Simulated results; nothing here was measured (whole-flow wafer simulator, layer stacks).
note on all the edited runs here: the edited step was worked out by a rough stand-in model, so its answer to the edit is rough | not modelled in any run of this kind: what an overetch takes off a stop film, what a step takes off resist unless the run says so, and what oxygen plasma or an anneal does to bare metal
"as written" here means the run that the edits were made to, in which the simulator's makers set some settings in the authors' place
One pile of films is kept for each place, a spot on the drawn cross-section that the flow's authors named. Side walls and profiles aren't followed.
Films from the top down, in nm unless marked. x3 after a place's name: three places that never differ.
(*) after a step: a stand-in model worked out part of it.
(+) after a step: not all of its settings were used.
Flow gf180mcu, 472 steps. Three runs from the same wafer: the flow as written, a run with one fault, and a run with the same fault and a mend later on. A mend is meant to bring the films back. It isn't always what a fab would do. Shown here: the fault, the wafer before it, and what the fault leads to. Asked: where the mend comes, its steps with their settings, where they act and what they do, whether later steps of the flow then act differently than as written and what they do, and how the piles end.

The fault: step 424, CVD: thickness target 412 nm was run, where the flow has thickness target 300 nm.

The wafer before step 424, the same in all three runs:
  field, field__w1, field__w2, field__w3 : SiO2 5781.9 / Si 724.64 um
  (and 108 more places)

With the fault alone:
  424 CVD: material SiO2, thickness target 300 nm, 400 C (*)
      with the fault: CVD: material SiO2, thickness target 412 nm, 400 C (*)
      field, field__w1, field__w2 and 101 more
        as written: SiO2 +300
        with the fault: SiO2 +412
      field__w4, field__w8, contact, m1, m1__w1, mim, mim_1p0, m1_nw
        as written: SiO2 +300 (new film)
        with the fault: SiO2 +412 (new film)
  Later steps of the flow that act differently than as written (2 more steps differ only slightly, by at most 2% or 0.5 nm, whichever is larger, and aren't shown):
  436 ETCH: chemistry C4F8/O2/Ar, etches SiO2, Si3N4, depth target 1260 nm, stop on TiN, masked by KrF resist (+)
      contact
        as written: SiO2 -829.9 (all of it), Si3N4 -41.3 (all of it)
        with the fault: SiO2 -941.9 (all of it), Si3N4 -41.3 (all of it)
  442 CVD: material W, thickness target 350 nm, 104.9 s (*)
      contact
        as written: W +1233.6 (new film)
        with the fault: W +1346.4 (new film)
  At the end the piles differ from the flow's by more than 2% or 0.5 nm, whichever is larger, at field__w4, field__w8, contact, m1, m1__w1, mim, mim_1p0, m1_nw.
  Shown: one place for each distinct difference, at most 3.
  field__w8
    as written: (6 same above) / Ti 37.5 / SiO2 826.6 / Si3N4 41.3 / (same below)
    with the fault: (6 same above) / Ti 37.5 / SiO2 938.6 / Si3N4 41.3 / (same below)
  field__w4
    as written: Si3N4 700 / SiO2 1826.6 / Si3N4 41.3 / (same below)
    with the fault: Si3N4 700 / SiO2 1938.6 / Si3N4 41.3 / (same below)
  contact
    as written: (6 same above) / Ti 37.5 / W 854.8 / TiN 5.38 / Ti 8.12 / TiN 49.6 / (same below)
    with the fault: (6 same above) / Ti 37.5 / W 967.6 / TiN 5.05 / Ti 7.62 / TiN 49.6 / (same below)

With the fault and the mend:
  The mend comes after step 424.
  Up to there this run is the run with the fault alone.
  424a WET ETCH: chemistry dHF, depth target 112 nm, 25 C, dilution 100:1 (the flow's step 17 once more, with other settings)
      field, field__w1, field__w2 and 109 more
        SiO2 -112
  No later step of the flow acts differently than as written at any place that is followed.
  At the end the piles are the same as the flow's at every place that both follow.
